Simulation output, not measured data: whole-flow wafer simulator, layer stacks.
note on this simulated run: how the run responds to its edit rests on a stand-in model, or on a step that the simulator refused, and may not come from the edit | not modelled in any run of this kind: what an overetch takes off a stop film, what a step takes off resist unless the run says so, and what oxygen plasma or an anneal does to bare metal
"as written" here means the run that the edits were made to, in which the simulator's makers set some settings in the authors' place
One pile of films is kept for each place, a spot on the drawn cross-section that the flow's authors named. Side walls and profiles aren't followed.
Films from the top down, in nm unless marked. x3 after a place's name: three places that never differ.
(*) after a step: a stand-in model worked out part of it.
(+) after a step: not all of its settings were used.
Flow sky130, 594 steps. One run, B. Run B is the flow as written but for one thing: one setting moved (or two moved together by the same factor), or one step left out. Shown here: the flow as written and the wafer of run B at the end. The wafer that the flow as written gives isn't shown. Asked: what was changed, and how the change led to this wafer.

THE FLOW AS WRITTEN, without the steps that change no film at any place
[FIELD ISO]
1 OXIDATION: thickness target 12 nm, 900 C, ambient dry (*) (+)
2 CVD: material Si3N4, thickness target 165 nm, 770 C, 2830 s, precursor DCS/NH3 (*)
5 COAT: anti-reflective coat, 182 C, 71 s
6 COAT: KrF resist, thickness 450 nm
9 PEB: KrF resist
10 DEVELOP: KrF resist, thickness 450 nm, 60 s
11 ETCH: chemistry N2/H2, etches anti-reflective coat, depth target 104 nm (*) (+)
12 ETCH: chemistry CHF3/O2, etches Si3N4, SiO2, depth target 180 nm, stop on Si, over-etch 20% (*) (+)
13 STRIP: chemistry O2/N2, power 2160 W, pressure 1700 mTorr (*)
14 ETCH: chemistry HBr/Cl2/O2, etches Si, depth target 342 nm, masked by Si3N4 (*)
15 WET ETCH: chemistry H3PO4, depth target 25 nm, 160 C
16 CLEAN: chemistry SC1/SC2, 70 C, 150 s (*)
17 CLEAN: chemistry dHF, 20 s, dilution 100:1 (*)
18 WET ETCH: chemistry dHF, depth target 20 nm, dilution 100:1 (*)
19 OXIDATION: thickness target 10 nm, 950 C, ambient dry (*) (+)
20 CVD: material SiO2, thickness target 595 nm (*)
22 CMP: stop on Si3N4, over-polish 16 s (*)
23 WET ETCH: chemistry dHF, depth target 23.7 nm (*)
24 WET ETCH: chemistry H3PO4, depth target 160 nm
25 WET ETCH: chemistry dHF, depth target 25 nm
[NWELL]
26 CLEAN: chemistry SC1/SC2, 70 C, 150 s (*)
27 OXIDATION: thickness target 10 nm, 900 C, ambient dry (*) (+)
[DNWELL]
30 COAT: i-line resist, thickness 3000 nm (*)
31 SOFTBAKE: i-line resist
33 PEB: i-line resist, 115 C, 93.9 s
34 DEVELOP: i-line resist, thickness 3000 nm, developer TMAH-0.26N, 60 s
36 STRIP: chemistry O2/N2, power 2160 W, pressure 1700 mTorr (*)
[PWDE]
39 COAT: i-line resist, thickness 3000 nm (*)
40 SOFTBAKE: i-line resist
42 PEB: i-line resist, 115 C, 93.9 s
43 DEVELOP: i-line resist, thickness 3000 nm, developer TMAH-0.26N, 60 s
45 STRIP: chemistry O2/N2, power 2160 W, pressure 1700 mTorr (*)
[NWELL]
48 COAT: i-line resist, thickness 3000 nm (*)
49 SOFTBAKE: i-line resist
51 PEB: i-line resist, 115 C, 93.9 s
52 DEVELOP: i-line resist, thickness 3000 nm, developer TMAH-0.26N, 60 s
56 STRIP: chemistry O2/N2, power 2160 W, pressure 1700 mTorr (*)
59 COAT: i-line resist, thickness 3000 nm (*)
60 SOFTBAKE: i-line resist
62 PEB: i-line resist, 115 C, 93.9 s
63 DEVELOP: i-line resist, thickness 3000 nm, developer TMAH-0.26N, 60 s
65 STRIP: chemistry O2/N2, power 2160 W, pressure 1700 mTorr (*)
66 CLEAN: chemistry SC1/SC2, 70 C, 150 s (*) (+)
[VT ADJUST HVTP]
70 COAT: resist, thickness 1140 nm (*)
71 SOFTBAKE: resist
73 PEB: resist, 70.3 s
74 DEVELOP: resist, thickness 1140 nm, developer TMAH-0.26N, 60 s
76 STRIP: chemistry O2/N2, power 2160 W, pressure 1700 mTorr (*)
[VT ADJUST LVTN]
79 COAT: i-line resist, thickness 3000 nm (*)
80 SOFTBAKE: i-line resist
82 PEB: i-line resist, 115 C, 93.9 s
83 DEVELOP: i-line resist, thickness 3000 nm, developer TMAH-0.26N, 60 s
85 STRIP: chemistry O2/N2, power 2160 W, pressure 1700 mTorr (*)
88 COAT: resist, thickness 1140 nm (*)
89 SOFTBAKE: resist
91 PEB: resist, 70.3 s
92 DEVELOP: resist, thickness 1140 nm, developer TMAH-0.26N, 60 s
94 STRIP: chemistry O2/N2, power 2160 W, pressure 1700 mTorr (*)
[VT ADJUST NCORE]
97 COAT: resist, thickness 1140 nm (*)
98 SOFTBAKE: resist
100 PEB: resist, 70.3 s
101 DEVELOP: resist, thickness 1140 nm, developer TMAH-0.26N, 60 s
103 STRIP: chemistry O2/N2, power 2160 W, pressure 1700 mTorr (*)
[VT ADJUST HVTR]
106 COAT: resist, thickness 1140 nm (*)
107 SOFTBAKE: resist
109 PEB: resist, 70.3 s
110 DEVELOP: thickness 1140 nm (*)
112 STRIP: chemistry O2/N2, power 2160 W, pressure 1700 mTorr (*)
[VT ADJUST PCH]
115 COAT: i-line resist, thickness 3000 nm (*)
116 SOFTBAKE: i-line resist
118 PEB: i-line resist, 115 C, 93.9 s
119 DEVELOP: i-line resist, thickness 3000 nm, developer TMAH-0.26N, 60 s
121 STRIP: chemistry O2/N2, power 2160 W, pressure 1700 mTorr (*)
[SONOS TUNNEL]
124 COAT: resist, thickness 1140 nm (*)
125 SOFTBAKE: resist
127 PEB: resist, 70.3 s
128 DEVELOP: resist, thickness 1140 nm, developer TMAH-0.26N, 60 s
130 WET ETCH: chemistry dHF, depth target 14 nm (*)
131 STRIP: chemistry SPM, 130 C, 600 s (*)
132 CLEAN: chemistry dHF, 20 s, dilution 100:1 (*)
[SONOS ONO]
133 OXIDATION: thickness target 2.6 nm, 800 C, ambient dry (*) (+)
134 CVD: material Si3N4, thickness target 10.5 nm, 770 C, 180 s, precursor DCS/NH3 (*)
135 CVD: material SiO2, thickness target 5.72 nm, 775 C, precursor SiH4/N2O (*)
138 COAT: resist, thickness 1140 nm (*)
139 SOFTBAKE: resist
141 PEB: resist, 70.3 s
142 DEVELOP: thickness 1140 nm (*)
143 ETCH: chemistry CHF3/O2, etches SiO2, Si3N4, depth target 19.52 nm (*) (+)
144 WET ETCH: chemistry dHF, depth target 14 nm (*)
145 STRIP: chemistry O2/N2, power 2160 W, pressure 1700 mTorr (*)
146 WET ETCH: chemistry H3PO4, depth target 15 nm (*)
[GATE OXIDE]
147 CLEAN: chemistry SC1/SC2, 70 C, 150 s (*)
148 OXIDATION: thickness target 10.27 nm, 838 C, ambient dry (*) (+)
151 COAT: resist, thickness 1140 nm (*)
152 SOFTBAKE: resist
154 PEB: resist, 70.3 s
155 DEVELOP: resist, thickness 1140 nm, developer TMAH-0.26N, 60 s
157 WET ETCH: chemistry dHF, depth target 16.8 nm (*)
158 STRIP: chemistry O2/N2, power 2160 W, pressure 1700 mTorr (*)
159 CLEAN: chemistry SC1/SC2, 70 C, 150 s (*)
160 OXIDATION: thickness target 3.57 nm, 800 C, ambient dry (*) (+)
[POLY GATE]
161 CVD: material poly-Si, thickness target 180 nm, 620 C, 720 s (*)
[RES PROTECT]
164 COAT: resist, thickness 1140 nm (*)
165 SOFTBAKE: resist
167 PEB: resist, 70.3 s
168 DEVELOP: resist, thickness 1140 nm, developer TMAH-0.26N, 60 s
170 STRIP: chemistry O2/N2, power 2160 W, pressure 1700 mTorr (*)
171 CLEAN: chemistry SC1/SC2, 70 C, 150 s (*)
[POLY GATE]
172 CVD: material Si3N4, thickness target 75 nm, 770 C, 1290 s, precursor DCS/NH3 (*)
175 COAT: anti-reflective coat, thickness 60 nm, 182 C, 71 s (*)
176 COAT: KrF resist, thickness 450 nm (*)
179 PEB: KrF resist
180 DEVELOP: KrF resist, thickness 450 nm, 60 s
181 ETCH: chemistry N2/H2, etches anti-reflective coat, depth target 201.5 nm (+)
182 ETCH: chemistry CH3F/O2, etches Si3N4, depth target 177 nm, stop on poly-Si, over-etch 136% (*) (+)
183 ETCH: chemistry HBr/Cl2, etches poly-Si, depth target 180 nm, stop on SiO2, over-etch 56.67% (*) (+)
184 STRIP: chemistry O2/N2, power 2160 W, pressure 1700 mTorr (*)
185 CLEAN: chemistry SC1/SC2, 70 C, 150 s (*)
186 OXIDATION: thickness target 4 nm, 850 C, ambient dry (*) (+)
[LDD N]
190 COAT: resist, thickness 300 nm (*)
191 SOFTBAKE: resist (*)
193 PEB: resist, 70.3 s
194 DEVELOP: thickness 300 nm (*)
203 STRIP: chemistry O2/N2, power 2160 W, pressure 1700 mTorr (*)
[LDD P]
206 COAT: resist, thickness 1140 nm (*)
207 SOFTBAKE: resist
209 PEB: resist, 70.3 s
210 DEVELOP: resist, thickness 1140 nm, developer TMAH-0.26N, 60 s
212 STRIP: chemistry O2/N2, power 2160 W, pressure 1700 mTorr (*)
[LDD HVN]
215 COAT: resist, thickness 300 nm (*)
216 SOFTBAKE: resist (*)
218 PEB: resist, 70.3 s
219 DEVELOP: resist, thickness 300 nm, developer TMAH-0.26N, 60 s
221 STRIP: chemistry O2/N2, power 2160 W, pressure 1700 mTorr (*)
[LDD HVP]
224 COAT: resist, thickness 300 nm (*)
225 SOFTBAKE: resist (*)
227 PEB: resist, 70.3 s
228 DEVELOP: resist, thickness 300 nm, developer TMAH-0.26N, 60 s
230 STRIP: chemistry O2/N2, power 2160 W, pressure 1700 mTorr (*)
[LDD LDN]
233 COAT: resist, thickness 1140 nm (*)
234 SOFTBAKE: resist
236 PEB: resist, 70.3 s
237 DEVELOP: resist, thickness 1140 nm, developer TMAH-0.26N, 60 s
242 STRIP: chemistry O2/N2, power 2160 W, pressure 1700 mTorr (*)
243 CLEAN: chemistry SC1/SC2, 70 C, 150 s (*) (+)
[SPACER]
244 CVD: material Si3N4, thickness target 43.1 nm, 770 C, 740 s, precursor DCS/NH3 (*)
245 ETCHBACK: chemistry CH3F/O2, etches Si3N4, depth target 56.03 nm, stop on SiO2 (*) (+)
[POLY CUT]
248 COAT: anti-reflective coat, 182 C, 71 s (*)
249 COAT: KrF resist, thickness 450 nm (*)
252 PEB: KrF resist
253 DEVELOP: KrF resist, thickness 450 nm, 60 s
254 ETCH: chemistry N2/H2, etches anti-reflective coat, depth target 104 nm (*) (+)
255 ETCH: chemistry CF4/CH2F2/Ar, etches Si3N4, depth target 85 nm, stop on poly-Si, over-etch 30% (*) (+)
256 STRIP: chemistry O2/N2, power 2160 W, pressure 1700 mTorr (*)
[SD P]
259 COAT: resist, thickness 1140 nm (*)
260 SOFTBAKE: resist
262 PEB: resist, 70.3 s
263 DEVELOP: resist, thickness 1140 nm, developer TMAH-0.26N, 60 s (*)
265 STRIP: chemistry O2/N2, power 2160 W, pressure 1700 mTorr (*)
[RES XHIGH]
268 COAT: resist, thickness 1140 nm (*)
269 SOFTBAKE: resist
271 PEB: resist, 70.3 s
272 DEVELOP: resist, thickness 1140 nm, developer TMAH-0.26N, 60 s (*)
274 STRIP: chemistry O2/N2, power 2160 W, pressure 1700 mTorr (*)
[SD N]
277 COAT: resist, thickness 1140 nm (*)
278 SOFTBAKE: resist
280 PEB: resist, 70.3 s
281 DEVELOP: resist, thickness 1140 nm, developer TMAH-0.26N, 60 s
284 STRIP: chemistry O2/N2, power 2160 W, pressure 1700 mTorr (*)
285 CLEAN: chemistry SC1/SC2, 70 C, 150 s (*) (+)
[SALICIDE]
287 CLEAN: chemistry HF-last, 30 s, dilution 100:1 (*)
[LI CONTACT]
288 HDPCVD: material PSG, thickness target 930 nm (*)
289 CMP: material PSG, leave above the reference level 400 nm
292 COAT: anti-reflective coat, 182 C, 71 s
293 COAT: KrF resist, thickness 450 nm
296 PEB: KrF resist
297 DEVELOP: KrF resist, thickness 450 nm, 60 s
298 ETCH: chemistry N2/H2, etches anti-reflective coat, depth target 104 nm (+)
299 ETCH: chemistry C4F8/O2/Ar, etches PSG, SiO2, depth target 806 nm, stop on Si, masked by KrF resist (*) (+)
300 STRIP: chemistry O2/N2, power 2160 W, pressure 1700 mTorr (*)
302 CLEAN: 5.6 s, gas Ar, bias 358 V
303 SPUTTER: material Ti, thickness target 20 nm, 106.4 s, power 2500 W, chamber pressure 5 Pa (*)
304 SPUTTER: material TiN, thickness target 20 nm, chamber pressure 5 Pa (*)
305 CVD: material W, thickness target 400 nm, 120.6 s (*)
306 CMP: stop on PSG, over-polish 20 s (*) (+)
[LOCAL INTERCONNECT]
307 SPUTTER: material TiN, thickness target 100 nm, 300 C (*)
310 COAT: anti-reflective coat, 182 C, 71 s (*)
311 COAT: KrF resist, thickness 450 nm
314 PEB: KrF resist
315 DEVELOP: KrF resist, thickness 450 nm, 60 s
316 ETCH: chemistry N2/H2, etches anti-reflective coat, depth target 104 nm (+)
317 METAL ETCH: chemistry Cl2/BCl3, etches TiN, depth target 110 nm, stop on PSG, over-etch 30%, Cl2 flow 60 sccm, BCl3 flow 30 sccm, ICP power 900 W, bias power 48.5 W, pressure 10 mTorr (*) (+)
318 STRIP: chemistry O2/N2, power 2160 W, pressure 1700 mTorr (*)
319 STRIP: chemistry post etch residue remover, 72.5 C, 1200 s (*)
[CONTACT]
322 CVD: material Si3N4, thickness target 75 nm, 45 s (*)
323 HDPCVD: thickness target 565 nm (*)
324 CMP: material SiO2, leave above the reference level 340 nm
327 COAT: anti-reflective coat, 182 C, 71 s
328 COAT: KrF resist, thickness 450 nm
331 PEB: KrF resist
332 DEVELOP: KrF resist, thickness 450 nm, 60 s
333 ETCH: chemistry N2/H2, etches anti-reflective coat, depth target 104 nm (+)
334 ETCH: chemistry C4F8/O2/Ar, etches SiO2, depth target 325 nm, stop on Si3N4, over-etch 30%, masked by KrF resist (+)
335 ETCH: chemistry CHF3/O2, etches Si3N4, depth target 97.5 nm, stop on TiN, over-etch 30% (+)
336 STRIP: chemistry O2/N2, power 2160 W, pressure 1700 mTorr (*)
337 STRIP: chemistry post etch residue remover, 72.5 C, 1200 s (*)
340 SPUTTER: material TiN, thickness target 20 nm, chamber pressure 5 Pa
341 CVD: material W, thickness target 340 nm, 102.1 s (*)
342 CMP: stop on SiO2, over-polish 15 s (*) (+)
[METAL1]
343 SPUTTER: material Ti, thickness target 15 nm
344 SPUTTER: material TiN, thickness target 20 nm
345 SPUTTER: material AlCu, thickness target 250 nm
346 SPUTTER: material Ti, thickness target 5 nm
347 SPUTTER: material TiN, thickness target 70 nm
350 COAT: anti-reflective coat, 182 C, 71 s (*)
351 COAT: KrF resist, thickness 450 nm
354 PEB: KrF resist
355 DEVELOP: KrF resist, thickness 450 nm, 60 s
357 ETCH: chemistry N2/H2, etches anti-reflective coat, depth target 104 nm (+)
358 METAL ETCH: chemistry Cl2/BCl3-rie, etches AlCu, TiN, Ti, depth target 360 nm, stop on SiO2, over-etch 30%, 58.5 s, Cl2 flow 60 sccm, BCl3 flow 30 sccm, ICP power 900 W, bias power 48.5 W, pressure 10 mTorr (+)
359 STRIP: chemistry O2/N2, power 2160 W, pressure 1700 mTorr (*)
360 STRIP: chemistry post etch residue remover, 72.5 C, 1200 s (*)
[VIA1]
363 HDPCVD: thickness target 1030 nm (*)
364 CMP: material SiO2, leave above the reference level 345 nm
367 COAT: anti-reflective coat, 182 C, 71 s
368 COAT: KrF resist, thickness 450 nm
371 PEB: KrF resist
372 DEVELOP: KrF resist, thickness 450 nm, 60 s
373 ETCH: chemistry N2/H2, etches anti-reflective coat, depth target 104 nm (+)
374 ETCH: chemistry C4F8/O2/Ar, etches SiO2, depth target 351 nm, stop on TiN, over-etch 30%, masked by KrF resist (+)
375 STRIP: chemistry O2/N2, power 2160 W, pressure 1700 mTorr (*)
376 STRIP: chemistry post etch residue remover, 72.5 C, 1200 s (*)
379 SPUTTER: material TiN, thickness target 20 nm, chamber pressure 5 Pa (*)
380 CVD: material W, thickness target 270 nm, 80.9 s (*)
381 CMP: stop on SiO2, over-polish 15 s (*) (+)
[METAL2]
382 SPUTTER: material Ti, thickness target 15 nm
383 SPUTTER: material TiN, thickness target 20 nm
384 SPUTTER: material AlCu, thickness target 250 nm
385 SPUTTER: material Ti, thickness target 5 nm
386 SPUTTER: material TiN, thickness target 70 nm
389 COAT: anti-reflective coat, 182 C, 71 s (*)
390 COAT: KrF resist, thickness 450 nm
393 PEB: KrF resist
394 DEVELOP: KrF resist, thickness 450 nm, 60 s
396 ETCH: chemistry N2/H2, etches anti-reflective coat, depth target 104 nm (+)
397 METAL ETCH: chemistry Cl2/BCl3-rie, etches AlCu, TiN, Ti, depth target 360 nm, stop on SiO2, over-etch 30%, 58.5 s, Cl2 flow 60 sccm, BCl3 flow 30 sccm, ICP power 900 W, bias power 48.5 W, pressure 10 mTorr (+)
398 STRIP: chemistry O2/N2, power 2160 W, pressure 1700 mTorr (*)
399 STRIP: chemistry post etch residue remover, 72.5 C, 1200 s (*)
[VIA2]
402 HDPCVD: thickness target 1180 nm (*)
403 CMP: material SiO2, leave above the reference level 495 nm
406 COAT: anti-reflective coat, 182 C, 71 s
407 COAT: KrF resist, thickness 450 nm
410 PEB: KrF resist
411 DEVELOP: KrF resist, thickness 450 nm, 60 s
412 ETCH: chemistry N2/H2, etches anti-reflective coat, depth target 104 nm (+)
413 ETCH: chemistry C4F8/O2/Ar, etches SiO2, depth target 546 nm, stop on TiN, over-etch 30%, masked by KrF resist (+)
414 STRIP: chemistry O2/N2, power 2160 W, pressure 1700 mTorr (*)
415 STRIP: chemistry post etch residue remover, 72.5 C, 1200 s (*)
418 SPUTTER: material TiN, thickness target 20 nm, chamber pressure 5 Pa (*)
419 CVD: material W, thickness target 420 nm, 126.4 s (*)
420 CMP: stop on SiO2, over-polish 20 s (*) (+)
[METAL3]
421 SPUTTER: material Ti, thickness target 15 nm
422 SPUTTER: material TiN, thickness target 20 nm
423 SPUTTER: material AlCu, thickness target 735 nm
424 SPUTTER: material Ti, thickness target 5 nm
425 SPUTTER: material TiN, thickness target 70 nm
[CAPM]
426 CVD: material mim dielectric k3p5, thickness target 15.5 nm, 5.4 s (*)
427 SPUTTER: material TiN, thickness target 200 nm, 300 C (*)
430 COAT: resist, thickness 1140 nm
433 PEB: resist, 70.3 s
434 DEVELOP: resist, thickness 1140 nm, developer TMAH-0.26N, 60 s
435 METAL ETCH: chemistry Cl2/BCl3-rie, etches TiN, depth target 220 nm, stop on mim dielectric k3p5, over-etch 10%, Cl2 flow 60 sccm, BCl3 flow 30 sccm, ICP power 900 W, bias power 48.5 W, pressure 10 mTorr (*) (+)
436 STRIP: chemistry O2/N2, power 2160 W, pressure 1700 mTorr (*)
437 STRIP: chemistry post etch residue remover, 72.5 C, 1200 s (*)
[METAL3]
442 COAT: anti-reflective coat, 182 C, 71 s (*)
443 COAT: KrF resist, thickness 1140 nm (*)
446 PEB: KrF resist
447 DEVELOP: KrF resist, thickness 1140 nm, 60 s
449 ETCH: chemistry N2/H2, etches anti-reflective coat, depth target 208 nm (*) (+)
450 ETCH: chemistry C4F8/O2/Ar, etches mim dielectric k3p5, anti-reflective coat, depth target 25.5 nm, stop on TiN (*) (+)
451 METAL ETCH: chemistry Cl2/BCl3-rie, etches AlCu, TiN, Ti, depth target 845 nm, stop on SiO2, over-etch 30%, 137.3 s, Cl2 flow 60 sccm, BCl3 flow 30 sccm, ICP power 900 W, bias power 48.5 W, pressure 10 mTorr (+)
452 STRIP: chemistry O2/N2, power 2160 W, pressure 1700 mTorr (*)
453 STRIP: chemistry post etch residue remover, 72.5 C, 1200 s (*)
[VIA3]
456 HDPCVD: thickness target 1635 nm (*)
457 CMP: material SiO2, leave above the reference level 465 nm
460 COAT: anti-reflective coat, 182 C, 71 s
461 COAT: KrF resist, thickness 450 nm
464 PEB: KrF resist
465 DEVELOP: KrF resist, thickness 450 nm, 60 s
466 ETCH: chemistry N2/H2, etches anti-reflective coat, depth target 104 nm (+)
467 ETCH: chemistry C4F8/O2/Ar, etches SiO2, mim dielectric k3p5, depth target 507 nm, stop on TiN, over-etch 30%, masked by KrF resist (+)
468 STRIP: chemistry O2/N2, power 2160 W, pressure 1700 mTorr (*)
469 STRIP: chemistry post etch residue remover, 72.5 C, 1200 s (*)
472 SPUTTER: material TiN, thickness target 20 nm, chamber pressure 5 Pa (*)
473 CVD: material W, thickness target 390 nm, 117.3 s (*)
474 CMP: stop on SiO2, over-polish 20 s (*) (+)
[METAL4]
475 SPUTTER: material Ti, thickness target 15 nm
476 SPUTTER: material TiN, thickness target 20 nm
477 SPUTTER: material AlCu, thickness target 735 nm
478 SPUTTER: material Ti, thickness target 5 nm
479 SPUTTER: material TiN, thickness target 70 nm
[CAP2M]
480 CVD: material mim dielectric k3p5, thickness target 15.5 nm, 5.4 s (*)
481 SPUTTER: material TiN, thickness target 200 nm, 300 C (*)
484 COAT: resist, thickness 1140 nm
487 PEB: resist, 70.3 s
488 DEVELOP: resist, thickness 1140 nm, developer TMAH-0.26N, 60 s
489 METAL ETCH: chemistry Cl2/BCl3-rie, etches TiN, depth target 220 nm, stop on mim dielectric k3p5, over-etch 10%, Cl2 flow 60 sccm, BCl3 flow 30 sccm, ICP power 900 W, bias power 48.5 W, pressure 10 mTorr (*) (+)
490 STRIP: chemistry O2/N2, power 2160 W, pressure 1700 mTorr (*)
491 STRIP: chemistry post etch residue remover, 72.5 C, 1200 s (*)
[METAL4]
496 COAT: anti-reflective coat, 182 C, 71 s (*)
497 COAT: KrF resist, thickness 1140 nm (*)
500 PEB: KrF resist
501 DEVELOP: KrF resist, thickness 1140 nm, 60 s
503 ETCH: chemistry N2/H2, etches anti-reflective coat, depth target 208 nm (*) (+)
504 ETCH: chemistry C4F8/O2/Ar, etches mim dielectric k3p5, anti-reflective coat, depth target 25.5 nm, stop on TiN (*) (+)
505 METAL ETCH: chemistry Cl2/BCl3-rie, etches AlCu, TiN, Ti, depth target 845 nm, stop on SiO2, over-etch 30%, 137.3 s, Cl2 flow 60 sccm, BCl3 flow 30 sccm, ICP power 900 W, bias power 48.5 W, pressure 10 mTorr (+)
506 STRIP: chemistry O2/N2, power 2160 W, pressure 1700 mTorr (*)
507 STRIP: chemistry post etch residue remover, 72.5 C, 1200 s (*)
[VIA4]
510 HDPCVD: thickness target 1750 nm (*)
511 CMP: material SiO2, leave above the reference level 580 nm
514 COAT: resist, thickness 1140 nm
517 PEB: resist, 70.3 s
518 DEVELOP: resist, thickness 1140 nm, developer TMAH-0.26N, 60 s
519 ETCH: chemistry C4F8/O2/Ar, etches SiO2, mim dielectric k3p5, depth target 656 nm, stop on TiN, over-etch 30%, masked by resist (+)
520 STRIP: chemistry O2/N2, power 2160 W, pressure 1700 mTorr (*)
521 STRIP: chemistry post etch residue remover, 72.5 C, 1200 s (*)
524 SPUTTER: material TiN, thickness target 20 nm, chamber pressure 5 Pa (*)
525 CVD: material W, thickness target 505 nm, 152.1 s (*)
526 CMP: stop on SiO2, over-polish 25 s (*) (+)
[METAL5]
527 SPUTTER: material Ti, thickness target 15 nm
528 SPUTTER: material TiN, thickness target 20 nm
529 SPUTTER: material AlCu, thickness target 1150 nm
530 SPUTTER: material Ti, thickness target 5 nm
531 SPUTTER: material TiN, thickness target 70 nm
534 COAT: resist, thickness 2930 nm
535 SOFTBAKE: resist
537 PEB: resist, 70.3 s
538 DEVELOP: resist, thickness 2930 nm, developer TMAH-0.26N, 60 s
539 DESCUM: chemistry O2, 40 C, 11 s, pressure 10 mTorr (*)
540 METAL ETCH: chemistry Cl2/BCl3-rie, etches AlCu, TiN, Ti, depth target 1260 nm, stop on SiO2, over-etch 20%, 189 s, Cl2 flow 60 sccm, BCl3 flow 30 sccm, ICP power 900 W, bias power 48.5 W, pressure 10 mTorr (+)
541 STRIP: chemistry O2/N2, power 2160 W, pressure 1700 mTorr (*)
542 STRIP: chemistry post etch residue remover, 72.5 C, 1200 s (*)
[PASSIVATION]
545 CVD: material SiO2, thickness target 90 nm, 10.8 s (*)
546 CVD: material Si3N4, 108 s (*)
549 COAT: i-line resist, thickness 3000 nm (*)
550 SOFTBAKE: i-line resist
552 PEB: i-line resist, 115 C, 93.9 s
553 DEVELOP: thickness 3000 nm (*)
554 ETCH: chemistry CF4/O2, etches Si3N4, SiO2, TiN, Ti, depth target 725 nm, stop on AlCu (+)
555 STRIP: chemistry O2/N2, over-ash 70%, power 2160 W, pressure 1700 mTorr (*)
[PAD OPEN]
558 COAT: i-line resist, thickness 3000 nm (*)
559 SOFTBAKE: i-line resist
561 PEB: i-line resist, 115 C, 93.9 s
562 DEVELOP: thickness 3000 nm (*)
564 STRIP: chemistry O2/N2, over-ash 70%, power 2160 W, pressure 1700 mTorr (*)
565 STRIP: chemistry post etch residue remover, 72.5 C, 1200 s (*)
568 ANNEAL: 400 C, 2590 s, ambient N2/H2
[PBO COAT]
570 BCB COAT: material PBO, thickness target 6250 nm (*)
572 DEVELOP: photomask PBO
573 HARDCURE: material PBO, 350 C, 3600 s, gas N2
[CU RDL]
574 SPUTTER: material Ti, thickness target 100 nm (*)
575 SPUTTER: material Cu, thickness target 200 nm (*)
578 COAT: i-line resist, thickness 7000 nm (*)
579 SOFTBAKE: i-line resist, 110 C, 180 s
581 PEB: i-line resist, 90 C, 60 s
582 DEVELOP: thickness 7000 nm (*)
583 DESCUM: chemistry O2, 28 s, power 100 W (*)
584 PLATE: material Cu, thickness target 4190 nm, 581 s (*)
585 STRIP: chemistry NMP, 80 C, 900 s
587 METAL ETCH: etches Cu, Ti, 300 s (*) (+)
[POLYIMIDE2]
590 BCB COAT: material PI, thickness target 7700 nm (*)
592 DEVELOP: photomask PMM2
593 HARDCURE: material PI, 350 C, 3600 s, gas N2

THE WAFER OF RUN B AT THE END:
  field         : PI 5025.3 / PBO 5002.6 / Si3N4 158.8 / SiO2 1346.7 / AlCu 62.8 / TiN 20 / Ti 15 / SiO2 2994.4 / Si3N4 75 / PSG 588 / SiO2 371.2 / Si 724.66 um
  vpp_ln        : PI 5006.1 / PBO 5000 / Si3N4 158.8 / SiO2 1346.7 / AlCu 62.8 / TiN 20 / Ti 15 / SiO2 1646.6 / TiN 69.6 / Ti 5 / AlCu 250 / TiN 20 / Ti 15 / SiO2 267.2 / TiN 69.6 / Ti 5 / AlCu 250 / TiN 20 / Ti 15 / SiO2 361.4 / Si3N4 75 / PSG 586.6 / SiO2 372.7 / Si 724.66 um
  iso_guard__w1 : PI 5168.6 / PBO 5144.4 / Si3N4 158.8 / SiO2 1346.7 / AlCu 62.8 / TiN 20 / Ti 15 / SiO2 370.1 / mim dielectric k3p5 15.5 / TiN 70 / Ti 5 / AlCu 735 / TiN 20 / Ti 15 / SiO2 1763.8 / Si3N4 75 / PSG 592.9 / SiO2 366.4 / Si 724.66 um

The cause: step 505, METAL ETCH: depth target 570.4 nm was run, where the flow has depth target 845 nm; step 505, METAL ETCH: 92.7 s was run, where the flow has 137.3 s.

How the change led to this, step by step:
  505 METAL ETCH: chemistry Cl2/BCl3-rie, etches AlCu, TiN, Ti, depth target 845 nm, stop on SiO2, over-etch 30%, 137.3 s, Cl2 flow 60 sccm, BCl3 flow 30 sccm, ICP power 900 W, bias power 48.5 W, pressure 10 mTorr (+)
      field, gate, spacer and 68 more: TiN -70 (all of it), Ti -5 (all of it), AlCu -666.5 (as written it would be: TiN -70 (all of it), Ti -5 (all of it), AlCu -735 (all of it), TiN -20 (all of it), Ti -15 (all of it), SiO2 -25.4)
      active, vpp_iso1, mim_edge_plate and 14 more: TiN -70 (all of it), Ti -5 (all of it), AlCu -666.5 (as written it would be: TiN -70 (all of it), Ti -5 (all of it), AlCu -735 (all of it), TiN -20 (all of it), Ti -15 (all of it), SiO2 -25.3)
      (and at 105 more places)
  506 STRIP: chemistry O2/N2, power 2160 W, pressure 1700 mTorr (*)
      n_well, p_well, gate_hv and 83 more: KrF resist -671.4 (all of it), anti-reflective coat -80 (all of it) (as written it would be: KrF resist -492.9 (all of it), anti-reflective coat -80 (all of it))
      vcap_hvt, varactor_hvt_edge, varactor_hvt_sp: KrF resist -673 (all of it), anti-reflective coat -80.3 (all of it) (as written it would be: KrF resist -494.5 (all of it), anti-reflective coat -80.3 (all of it))
      (and at 16 more places)
  507 STRIP: chemistry post etch residue remover, 72.5 C, 1200 s (*)
      field, active, gate and 85 more: AlCu -5.72 (as written it would be: nothing)
  510 HDPCVD: thickness target 1750 nm (*)
      field, active, gate and 85 more: SiO2 +1750 (new film) (as written it would be: SiO2 +1750)
  511 CMP: material SiO2, leave above the reference level 580 nm
      field, active, gate and 77 more: SiO2 -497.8 (as written it would be: SiO2 -374.7)
      iso_guard__w1, mim_edge_gap, vpp_l1ln, vpp_m3ln, rpm_encl, via2_enc, rpm_encl_psd, iso_guard_nsd_tip: SiO2 -497.8 (as written it would be: SiO2 -374.6)
Counting metal films that touch as one body, field has 1 body; the flow as written gives 0 bodies.
Counting metal films that touch as one body, vpp_ln has 3 bodies (between them, from the top down: SiO2 1646.6; SiO2 267.2); the flow as written gives 2 bodies (between them, from the top down: SiO2 267.2).
Counting metal films that touch as one body, iso_guard__w1 has 2 bodies (between them, from the top down: SiO2 370.1 / mim dielectric k3p5 15.5); the flow as written gives 1 body.
